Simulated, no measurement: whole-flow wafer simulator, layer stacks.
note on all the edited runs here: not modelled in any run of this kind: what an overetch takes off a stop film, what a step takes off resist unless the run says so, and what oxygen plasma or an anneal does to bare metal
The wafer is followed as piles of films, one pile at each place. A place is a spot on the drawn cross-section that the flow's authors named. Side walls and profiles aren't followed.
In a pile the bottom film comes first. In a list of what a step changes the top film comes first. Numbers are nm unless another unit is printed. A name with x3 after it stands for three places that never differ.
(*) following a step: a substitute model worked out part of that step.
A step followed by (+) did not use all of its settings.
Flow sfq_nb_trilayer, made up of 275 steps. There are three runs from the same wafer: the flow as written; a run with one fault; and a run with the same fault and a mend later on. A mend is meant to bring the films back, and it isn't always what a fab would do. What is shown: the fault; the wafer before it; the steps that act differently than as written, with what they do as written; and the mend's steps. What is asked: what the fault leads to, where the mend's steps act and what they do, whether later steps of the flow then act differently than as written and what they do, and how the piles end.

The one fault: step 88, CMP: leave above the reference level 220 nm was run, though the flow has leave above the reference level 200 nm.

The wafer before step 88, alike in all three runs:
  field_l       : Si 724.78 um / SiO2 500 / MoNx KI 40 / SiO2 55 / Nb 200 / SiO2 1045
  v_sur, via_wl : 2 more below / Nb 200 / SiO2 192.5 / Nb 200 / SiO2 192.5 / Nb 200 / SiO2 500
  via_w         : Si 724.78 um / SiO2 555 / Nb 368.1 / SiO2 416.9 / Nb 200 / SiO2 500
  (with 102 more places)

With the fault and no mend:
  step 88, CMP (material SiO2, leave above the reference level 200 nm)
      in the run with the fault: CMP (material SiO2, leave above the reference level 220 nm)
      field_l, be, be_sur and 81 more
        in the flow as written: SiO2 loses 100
        in the run with the fault: SiO2 loses 80
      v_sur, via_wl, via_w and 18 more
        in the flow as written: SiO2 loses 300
        in the run with the fault: SiO2 loses 280
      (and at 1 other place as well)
  Steps later in the flow that act otherwise than as written (3 other steps are not shown; they differ only slightly, by no more than 2% or 0.5 nm, whichever is larger):
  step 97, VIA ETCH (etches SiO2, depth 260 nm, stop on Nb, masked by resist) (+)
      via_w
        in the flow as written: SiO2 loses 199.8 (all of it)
        in the run with the fault: SiO2 loses 219.8 (all of it)
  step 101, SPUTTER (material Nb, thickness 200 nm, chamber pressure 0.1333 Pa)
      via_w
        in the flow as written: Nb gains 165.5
        in the run with the fault: Nb gains 161.2
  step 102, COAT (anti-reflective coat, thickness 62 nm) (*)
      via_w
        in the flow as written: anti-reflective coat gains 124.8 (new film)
        in the run with the fault: anti-reflective coat gains 129 (new film)
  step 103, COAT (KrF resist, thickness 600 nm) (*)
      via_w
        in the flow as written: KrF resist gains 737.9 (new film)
        in the run with the fault: KrF resist gains 754.7 (new film)
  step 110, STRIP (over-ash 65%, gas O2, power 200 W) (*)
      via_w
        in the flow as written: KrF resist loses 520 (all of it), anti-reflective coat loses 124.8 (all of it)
        in the run with the fault: KrF resist loses 536.7 (all of it), anti-reflective coat loses 129 (all of it)
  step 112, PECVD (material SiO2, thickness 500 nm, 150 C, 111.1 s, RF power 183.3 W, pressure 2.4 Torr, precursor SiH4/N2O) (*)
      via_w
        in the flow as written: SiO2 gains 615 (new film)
        in the run with the fault: SiO2 gains 639.3 (new film)
  By the end, the piles at v_sur, via_wl, via_w and 29 more depart from the flow's by more than 2% or 0.5 nm, whichever is larger.
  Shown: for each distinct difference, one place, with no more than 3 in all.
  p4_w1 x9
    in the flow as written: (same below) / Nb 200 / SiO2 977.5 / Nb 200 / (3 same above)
    in the run with the fault: (same below) / Nb 200 / SiO2 997.5 / Nb 200 / (3 same above)
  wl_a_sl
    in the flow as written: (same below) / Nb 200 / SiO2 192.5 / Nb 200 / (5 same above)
    in the run with the fault: (same below) / Nb 200 / SiO2 212.5 / Nb 200 / (5 same above)
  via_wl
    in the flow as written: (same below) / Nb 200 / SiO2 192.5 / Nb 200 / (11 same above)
    in the run with the fault: (same below) / Nb 200 / SiO2 212.5 / Nb 200 / (11 same above)

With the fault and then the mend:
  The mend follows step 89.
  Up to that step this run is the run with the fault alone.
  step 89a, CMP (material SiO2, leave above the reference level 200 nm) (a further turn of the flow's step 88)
      field_l, v_sur, via_wl and 103 more
        SiO2 loses 20
  Later steps of the flow that are run all act as written at every place that is followed.
  The piles end the same as the flow's at every place that both follow.
